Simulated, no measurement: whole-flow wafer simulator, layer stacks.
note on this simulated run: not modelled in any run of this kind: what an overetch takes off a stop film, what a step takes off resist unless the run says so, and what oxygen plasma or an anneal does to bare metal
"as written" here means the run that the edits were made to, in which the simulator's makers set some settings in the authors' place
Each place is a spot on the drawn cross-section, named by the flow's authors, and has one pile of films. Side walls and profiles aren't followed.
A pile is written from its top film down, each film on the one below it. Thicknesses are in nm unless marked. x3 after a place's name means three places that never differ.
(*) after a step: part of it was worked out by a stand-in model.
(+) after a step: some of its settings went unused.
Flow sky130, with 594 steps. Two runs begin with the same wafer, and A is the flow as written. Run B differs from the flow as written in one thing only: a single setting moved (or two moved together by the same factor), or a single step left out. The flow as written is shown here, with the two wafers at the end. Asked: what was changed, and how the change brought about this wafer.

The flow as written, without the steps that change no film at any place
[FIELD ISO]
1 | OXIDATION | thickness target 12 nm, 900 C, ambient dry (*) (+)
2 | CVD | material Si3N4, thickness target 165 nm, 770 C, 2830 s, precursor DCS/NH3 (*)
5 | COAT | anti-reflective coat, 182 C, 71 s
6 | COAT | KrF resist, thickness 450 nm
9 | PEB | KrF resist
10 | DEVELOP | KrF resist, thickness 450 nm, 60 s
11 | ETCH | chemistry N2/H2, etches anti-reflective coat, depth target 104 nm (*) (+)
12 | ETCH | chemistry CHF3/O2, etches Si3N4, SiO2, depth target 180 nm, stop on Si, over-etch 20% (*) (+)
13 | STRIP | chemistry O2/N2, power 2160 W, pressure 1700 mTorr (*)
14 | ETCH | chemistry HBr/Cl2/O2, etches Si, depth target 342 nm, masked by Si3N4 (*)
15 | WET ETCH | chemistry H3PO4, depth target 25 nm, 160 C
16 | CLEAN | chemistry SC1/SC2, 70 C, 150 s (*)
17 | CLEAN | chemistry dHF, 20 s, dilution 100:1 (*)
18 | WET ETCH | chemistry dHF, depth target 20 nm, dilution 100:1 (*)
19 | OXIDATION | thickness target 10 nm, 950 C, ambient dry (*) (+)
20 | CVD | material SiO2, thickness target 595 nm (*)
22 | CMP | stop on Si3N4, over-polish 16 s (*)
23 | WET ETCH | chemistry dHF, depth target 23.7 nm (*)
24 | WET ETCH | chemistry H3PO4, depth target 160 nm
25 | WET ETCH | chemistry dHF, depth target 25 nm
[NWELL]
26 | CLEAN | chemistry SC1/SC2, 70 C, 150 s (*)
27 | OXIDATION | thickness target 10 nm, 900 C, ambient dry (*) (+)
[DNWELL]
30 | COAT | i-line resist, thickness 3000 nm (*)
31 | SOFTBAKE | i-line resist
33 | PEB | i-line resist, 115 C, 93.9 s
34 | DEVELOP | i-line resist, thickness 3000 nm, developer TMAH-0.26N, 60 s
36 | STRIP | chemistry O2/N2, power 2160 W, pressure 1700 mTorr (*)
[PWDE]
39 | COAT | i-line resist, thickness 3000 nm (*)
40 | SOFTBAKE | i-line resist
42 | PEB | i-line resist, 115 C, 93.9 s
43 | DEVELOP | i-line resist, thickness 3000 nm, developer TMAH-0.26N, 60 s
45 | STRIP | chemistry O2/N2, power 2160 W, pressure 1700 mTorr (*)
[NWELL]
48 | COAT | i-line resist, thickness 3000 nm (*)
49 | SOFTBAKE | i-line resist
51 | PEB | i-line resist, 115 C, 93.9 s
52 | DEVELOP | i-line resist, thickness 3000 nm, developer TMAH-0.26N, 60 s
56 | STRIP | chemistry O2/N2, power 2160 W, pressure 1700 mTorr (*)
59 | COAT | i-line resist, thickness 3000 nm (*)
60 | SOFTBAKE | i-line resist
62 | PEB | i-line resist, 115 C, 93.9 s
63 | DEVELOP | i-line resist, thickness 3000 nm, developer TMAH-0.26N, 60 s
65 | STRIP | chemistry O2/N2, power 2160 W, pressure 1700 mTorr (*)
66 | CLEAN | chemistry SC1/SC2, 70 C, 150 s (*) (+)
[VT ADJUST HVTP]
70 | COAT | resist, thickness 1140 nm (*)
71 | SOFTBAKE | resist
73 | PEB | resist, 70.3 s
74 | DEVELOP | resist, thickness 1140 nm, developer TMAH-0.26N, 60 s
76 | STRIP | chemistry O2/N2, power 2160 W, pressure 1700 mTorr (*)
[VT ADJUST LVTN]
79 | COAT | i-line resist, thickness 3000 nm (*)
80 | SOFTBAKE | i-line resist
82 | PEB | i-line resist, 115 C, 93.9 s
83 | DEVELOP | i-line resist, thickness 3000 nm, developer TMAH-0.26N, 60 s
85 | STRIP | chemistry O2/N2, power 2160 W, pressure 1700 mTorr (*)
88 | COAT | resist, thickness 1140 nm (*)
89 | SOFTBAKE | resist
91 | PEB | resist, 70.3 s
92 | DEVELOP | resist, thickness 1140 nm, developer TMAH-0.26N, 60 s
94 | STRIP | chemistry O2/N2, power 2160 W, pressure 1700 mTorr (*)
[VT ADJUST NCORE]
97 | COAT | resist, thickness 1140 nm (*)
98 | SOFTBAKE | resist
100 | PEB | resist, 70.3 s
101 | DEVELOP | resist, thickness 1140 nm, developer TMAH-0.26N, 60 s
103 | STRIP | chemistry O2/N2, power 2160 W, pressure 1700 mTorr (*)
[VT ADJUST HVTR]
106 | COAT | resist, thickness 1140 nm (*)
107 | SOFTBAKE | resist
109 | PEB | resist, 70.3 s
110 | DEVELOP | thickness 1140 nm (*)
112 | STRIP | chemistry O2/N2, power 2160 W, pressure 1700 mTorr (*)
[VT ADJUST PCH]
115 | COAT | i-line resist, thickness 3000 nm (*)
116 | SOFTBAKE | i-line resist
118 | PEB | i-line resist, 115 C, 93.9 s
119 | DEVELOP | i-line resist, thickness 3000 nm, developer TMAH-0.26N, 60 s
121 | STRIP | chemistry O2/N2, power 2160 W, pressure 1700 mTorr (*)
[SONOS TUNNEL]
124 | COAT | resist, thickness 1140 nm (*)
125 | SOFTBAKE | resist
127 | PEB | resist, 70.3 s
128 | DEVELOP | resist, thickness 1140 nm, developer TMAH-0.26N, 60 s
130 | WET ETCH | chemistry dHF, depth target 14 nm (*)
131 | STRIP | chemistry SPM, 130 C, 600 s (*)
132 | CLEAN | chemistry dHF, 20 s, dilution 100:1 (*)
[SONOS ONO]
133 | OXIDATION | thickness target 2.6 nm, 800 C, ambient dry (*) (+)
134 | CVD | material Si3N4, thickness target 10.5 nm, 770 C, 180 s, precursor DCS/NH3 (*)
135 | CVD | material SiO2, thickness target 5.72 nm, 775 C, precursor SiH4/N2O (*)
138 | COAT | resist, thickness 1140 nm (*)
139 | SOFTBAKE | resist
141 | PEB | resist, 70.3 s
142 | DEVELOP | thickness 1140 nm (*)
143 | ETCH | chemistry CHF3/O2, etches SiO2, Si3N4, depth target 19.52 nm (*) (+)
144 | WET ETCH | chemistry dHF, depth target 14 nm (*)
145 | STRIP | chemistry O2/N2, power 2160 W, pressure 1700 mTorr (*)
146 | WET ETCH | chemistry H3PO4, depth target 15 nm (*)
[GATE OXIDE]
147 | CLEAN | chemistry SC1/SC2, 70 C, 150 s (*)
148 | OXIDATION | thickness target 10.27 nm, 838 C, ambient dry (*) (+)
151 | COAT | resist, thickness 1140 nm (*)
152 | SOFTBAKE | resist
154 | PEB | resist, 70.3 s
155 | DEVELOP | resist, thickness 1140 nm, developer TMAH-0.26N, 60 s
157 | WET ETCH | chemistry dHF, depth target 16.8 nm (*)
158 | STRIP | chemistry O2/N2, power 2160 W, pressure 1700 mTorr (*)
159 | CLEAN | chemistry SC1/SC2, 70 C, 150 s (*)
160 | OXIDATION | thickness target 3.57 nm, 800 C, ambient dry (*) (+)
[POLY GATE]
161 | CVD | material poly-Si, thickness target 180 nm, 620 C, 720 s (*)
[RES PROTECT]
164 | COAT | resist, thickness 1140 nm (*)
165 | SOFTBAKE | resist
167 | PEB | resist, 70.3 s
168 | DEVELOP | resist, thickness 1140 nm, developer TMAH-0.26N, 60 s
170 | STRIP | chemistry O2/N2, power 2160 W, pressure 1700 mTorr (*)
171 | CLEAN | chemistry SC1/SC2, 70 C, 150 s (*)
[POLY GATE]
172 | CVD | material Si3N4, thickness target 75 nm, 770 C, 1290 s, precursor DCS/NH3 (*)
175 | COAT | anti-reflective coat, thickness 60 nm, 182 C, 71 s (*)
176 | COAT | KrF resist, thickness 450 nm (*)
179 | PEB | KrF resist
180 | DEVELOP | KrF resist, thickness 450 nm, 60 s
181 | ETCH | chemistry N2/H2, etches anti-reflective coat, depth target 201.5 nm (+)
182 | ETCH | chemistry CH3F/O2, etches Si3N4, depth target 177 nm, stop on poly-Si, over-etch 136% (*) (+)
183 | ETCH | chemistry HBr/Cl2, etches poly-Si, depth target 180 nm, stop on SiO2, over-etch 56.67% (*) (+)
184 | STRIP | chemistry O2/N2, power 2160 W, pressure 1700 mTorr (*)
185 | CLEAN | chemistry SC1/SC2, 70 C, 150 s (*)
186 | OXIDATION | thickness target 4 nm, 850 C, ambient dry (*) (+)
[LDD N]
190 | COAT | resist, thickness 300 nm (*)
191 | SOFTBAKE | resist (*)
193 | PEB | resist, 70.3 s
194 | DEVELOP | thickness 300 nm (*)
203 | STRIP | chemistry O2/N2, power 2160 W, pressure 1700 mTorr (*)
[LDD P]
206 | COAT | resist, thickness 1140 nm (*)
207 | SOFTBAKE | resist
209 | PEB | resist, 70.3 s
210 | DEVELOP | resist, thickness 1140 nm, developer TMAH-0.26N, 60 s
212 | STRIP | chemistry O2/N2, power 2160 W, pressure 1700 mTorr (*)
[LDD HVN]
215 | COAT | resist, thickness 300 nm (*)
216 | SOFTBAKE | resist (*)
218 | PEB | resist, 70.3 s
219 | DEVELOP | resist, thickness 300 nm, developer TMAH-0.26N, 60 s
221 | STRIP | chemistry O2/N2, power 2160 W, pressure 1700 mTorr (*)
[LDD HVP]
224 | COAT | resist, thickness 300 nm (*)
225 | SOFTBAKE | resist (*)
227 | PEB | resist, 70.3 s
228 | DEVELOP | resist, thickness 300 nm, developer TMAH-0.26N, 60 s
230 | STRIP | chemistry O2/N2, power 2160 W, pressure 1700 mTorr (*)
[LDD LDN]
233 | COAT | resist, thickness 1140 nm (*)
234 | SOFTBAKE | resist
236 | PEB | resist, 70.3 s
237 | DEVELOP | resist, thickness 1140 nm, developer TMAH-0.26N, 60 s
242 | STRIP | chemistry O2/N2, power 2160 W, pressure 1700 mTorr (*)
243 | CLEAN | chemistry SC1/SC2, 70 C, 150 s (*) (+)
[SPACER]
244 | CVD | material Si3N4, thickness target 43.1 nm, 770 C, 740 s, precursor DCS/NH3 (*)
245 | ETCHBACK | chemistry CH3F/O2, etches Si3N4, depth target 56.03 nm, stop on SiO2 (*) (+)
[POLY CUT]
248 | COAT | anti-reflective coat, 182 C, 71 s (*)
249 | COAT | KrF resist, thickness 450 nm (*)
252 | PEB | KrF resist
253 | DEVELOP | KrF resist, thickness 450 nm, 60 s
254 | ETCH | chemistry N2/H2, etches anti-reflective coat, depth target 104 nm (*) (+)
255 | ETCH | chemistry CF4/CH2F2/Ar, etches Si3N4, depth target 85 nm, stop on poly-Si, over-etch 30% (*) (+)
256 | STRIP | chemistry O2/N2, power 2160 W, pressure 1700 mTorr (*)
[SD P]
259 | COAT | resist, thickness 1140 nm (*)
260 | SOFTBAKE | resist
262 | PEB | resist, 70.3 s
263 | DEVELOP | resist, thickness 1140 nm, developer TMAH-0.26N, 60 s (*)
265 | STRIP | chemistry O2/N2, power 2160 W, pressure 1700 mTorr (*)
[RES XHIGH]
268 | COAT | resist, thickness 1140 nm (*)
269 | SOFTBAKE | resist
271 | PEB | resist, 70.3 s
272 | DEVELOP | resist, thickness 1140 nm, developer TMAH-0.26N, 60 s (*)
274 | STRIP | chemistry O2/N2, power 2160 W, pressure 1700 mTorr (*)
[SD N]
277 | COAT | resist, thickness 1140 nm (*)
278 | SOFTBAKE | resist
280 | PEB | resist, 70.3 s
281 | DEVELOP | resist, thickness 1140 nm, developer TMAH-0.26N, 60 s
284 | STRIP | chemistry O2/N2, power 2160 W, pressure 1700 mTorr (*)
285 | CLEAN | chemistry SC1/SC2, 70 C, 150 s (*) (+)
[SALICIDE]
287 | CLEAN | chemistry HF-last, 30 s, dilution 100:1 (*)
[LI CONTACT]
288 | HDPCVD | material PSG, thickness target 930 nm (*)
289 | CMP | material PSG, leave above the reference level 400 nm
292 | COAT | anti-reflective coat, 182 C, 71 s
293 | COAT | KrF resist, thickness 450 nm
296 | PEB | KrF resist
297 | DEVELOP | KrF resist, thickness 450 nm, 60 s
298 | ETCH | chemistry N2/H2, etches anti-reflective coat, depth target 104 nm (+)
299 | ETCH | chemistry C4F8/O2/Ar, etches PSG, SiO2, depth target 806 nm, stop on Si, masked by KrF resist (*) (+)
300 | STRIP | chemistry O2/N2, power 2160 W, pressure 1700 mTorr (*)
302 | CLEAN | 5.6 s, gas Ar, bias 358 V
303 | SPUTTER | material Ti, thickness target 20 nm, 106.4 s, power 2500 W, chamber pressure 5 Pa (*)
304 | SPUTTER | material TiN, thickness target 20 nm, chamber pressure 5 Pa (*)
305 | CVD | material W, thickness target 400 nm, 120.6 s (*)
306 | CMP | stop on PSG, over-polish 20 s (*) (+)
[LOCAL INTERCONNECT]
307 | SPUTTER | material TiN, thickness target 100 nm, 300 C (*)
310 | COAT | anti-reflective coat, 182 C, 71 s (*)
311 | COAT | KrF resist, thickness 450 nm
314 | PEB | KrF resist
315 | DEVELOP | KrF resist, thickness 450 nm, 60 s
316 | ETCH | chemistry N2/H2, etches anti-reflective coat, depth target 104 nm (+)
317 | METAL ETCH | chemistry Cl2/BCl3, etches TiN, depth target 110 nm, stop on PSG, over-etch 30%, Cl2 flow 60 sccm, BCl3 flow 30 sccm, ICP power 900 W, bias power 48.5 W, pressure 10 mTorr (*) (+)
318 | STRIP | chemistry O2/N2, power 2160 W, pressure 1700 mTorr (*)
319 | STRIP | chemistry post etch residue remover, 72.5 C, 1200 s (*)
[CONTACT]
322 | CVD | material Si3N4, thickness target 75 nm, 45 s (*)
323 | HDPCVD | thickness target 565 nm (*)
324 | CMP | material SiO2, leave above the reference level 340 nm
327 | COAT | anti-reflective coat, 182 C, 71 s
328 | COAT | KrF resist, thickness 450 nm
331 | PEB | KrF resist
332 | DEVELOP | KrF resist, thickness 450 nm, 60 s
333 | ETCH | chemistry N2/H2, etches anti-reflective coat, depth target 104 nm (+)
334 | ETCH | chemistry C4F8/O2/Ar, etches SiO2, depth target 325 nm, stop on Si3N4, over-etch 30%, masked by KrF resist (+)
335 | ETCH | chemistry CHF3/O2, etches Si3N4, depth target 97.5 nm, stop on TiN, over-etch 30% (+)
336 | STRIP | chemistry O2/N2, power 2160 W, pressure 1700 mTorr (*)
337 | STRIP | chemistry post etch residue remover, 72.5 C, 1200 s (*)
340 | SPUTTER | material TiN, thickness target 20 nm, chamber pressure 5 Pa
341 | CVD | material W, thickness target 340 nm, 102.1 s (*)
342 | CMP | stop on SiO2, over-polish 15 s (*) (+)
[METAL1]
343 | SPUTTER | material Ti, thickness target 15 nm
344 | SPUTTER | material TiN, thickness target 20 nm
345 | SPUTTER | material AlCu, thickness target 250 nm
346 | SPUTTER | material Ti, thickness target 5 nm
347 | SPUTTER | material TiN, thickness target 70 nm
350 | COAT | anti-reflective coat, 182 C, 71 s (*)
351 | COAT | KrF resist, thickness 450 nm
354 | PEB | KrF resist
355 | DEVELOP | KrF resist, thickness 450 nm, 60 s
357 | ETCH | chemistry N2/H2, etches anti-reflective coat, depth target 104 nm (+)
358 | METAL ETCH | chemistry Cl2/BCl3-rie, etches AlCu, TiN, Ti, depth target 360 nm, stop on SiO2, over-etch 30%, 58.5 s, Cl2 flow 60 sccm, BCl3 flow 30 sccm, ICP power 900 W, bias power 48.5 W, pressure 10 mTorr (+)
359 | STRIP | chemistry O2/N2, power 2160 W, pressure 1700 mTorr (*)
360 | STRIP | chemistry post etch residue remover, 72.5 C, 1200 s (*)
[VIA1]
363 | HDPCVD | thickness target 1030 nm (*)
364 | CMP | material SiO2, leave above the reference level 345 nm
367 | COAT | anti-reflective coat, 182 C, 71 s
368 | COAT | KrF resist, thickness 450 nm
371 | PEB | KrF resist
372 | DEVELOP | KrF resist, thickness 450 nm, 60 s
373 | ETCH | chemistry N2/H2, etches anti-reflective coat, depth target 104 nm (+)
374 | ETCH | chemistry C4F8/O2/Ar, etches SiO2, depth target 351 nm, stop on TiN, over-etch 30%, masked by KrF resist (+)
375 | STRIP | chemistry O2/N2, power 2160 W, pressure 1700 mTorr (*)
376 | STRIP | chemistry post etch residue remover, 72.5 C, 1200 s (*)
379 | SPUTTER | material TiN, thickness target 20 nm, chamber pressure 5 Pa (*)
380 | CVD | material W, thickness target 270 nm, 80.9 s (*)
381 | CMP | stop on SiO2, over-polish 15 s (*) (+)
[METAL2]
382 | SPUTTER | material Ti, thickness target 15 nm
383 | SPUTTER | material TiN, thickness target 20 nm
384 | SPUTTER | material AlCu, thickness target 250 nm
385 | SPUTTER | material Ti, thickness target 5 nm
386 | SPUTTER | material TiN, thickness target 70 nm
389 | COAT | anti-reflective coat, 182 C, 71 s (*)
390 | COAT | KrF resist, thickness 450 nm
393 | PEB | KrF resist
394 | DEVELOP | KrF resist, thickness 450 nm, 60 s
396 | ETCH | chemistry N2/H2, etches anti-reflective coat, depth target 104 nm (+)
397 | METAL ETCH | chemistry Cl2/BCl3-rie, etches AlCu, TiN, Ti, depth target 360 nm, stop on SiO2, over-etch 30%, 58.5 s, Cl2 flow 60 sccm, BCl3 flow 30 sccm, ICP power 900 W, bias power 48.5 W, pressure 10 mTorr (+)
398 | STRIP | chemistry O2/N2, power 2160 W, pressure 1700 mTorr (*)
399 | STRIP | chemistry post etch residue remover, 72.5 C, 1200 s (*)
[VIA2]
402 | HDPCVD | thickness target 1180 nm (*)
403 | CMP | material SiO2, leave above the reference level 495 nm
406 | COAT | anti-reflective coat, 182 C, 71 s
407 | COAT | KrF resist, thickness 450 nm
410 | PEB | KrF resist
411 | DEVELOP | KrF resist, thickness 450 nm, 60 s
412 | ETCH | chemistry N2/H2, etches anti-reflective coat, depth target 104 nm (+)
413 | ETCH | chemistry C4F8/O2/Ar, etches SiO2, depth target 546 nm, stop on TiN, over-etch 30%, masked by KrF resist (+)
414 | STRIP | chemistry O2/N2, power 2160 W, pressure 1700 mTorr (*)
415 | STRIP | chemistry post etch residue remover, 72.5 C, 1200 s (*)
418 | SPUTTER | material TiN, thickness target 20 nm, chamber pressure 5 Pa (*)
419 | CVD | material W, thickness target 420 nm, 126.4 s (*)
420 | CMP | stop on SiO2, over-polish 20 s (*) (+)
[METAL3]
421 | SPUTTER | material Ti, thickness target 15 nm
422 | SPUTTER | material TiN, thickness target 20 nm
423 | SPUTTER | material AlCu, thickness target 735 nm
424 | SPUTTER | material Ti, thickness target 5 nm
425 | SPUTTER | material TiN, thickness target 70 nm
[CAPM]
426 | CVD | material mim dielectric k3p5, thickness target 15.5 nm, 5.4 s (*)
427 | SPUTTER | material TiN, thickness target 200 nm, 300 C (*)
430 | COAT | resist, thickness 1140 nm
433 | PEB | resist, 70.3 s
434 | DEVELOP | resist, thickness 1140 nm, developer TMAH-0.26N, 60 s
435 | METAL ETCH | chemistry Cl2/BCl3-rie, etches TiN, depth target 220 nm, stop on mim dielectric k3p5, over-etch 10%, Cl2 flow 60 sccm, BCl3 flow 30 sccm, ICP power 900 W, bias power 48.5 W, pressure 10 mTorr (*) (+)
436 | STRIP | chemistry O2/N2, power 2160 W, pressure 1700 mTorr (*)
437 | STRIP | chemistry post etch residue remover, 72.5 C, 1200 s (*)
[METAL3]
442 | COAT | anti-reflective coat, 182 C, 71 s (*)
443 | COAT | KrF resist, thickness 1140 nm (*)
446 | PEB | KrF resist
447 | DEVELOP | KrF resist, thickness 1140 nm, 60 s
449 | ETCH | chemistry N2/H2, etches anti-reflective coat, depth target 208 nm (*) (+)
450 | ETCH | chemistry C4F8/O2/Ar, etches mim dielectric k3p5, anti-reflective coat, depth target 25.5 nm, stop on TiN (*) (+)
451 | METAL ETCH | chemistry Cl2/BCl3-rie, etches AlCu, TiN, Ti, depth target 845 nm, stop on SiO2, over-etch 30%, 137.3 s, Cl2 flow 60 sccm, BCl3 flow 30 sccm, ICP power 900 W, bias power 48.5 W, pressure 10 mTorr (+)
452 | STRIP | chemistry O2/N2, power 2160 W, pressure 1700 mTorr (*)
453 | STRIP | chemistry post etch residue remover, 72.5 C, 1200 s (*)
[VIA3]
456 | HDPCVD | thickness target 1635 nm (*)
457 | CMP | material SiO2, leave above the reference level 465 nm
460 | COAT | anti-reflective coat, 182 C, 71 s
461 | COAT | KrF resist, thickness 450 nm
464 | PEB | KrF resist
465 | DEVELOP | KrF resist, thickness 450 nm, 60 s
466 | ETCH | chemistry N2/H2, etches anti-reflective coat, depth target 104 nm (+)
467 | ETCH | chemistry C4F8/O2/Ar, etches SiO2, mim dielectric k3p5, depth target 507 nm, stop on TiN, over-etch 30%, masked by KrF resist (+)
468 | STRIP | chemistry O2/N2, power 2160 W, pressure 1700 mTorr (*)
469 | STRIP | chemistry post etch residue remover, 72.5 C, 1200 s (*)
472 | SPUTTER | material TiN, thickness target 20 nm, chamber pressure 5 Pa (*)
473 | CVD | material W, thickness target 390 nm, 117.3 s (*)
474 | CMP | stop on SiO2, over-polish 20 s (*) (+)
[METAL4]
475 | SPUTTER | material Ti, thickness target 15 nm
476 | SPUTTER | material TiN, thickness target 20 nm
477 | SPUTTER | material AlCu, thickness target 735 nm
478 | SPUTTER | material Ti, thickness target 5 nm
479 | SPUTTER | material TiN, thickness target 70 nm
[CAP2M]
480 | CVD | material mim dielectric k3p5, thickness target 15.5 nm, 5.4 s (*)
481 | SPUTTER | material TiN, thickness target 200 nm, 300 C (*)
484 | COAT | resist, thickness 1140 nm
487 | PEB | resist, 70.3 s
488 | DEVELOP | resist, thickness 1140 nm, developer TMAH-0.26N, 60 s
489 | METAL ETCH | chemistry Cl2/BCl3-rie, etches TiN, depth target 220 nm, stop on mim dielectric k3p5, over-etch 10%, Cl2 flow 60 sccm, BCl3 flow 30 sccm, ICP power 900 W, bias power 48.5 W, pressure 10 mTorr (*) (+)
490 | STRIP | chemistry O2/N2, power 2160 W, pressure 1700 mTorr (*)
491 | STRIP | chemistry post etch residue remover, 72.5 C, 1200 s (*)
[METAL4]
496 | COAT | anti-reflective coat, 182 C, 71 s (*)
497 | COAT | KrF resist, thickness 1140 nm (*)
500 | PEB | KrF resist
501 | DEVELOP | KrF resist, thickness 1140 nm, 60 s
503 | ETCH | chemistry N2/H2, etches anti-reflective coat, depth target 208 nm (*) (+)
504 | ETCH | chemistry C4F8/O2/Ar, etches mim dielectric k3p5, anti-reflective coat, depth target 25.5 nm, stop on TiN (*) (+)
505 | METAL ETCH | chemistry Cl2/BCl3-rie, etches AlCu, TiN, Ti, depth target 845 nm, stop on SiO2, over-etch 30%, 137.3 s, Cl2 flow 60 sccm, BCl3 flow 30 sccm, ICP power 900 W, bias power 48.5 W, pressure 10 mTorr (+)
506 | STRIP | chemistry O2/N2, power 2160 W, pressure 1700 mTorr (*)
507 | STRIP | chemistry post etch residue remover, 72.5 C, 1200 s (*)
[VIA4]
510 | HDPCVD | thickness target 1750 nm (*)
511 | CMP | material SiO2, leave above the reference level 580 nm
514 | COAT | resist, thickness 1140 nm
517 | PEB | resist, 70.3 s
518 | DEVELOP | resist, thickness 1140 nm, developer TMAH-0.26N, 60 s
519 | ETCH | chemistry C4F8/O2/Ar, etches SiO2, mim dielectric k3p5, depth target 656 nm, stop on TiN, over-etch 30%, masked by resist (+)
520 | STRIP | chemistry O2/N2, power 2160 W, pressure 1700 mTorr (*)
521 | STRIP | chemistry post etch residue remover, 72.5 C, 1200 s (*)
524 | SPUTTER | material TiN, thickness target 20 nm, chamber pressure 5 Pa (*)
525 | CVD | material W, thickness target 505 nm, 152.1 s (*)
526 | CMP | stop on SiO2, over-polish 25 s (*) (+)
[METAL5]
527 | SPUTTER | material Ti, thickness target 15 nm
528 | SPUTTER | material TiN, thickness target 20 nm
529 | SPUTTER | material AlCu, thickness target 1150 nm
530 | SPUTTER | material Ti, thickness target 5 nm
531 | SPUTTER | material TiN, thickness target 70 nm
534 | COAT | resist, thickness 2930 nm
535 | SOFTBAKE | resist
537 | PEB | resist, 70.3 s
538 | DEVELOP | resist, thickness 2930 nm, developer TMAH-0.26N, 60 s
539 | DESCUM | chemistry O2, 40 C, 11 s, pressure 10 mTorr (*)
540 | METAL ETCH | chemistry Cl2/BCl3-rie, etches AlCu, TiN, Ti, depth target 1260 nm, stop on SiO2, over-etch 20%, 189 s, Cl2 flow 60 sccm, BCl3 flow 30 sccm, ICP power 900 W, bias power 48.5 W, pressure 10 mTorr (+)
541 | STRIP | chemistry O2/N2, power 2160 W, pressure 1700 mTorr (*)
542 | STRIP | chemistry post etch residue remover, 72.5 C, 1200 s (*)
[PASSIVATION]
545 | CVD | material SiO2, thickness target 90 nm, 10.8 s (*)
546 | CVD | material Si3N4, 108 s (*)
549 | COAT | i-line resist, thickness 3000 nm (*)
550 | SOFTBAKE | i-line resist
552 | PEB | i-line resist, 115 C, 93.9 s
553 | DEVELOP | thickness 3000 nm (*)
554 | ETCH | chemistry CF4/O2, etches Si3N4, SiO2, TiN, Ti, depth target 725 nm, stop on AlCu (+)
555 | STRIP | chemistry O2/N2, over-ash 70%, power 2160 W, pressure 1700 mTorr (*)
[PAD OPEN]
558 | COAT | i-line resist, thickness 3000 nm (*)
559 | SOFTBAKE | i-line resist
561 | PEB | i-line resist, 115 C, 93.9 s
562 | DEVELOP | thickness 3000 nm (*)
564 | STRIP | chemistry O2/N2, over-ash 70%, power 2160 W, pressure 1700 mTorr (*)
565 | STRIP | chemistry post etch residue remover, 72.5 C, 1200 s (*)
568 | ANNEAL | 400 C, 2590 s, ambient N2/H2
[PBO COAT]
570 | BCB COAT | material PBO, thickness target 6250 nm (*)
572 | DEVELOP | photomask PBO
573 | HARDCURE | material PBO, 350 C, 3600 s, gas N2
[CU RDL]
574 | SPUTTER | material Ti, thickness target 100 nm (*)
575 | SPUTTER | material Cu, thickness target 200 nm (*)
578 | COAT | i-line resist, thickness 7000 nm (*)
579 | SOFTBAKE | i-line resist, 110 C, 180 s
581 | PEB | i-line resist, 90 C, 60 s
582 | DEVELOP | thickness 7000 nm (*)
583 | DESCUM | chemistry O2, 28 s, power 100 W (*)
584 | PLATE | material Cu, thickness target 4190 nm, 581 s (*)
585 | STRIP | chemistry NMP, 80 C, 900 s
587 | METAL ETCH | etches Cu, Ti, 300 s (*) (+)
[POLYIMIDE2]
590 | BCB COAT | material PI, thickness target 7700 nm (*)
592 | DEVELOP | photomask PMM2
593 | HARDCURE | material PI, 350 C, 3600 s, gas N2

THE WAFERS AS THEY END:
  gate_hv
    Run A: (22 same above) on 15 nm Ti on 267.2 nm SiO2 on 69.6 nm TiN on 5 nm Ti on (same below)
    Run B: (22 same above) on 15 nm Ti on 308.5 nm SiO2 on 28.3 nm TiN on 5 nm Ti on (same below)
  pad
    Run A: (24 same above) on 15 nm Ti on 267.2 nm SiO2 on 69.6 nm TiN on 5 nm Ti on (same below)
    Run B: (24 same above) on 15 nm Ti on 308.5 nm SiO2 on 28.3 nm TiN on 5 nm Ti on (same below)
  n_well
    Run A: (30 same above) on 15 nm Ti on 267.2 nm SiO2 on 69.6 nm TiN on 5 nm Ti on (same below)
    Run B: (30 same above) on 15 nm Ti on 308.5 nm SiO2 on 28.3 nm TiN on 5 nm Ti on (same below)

Cause: step 347, SPUTTER: thickness target 28.7 nm was run, while the flow as written has thickness target 70 nm.

How this came from the change, step by step:
  347 | SPUTTER | material TiN, thickness target 70 nm
      field, active, n_well and 188 more: A +70 TiN (new film) | B +28.7 TiN (new film)
  358 | METAL ETCH | chemistry Cl2/BCl3-rie, etches AlCu, TiN, Ti, depth target 360 nm, stop on SiO2, over-etch 30%, 58.5 s, Cl2 flow 60 sccm, BCl3 flow 30 sccm, ICP power 900 W, bias power 48.5 W, pressure 10 mTorr (+)
      field, active, gate and 81 more: A -68.7 TiN (all of it), -5 Ti (all of it), -250 AlCu (all of it), -20 TiN (all of it), -15 Ti (all of it), -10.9 SiO2 | B -27.4 TiN (all of it), -5 Ti (all of it), -250 AlCu (all of it), -20 TiN (all of it), -15 Ti (all of it), -15.1 SiO2
  364 | CMP | material SiO2, leave above the reference level 345 nm
      n_well, p_well, gate_hv and 100 more: A -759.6 SiO2 | B -718.3 SiO2
      poly_licon, ndiff_licon, ndiff_licon_cpp, rpo_hd_licon: A -759 SiO2 | B -717.7 SiO2
  374 | ETCH | chemistry C4F8/O2/Ar, etches SiO2, depth target 351 nm, stop on TiN, over-etch 30%, masked by KrF resist (+)
      m1, via1_hole: A -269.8 SiO2 (all of it) | B -311.1 SiO2 (all of it)
  379 | SPUTTER | material TiN, thickness target 20 nm, chamber pressure 5 Pa (*)
      m1: A +11 TiN | B +10.2 TiN
      via1_hole: A +10.9 TiN | B +10.2 TiN
  380 | CVD | material W, thickness target 270 nm, 80.9 s (*)
      m1, via1_hole: A +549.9 W (new film) | B +591.9 W (new film)
